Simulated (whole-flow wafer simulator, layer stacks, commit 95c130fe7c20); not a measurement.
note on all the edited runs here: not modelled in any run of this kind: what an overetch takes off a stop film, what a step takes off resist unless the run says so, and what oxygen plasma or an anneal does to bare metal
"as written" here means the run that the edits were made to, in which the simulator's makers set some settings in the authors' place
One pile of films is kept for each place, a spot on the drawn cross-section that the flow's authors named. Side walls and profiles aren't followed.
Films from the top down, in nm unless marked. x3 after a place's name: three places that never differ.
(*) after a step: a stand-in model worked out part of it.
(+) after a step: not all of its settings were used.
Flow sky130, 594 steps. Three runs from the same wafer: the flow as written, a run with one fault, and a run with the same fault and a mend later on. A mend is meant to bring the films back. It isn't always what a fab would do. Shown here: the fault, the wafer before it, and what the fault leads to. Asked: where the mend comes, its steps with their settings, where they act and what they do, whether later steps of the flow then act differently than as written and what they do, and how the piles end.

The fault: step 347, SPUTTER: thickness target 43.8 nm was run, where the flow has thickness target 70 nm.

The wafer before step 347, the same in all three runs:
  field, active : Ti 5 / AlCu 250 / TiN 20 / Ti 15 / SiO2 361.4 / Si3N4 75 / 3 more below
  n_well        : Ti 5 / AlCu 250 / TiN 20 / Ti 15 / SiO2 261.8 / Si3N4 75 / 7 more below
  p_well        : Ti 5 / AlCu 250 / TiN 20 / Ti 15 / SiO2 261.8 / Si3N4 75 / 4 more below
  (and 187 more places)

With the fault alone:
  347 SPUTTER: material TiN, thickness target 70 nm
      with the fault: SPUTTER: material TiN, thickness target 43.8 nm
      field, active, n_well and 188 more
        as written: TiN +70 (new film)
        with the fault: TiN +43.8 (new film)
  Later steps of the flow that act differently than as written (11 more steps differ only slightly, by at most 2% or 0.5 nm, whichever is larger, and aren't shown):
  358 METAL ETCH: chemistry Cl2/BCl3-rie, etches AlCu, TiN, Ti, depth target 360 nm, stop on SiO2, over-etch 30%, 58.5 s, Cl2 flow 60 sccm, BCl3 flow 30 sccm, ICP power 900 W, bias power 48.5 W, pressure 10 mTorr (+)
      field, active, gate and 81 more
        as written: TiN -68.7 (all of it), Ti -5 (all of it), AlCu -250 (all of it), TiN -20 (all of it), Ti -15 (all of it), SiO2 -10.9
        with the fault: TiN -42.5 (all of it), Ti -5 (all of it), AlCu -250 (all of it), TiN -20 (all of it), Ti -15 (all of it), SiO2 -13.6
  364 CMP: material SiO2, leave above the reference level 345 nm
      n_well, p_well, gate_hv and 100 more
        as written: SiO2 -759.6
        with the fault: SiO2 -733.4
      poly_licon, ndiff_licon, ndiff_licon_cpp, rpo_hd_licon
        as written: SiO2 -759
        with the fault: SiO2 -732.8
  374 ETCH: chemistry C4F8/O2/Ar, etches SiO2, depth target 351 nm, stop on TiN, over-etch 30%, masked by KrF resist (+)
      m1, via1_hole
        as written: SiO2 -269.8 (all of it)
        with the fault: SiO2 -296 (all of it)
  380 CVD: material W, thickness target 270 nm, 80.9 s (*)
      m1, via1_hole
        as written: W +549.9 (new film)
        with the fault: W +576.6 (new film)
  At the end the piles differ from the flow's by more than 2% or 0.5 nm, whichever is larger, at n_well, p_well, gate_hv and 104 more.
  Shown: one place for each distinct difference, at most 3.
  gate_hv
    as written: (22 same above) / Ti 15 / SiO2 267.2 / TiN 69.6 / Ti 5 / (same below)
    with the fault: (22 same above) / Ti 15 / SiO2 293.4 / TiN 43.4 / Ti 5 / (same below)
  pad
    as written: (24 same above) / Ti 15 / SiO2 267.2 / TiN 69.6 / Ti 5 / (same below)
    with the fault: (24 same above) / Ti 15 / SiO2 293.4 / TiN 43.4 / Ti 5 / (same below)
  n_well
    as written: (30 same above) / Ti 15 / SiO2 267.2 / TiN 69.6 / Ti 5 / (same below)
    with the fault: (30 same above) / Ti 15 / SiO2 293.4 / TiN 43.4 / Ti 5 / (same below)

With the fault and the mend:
  The mend comes after step 347.
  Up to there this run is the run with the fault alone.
  347a SPUTTER: material TiN, thickness target 26.2 nm (the flow's step 347 once more, with other settings)
      field, active, n_well and 188 more
        TiN +26.2
  No later step of the flow acts differently than as written, at any place that is followed, by more than 2% or 0.5 nm, whichever is larger.
  At the end the piles are the same as the flow's at every place that both follow.
